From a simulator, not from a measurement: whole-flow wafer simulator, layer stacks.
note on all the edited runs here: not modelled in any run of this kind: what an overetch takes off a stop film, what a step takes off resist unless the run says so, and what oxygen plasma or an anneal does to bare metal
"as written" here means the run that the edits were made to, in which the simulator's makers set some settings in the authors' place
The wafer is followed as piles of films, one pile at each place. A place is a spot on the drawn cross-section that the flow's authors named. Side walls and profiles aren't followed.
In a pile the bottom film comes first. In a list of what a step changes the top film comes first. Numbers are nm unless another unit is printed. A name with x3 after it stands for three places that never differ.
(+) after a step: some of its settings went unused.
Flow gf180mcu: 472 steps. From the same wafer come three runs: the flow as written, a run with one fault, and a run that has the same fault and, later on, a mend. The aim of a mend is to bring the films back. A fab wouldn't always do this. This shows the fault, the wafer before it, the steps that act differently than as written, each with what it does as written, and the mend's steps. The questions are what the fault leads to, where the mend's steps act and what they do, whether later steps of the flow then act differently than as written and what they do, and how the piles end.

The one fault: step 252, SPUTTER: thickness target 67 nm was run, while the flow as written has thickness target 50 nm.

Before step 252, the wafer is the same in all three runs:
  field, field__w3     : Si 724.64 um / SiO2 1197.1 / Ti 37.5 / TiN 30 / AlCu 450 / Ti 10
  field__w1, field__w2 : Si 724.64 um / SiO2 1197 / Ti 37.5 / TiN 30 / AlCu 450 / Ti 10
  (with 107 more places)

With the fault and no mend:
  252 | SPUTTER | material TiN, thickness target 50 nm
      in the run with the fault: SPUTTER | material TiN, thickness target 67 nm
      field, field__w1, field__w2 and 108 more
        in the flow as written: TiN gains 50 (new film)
        in the run with the fault: TiN gains 67 (new film)
  Later steps of the flow acting differently than as written (5 other steps are not shown; they differ only slightly, by no more than 2% or 0.5 nm, whichever is larger):
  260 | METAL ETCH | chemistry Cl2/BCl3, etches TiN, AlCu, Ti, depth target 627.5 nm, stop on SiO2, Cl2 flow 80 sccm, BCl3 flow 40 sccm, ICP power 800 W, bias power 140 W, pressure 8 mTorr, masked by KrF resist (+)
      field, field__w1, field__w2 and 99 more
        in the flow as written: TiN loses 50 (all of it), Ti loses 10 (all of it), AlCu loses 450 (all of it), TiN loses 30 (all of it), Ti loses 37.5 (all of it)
        in the run with the fault: TiN loses 67 (all of it), Ti loses 10 (all of it), AlCu loses 450 (all of it), TiN loses 30 (all of it), Ti loses 37.5 (all of it)
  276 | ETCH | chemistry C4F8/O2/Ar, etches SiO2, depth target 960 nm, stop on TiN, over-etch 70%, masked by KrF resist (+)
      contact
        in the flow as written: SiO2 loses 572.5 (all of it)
        in the run with the fault: SiO2 loses 555.5 (all of it)
  The piles end different from the flow's at field__w8, contact, m1 and 6 more by more than 2% or 0.5 nm, whichever is larger.
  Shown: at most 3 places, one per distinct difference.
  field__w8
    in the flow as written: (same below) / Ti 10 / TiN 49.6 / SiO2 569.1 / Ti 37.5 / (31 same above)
    in the run with the fault: (same below) / Ti 10 / TiN 66.6 / SiO2 552.1 / Ti 37.5 / (31 same above)
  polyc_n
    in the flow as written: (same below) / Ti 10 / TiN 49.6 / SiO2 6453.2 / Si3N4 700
    in the run with the fault: (same below) / Ti 10 / TiN 66.6 / SiO2 6436.2 / Si3N4 700
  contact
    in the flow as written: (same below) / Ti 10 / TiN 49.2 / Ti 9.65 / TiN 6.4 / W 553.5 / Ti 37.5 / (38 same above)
    in the run with the fault: (same below) / Ti 10 / TiN 66.2 / Ti 9.75 / TiN 6.47 / W 536.3 / Ti 37.5 / (38 same above)

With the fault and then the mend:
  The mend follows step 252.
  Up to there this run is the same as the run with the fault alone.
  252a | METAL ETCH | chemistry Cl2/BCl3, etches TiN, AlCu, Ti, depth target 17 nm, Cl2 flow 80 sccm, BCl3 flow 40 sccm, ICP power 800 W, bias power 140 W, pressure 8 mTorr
      field, field__w1, field__w2 and 108 more
        TiN loses 17
  Every later step of the flow that is run acts as written at every place that is followed.
  By the end, the piles equal the flow's at every place that both follow.
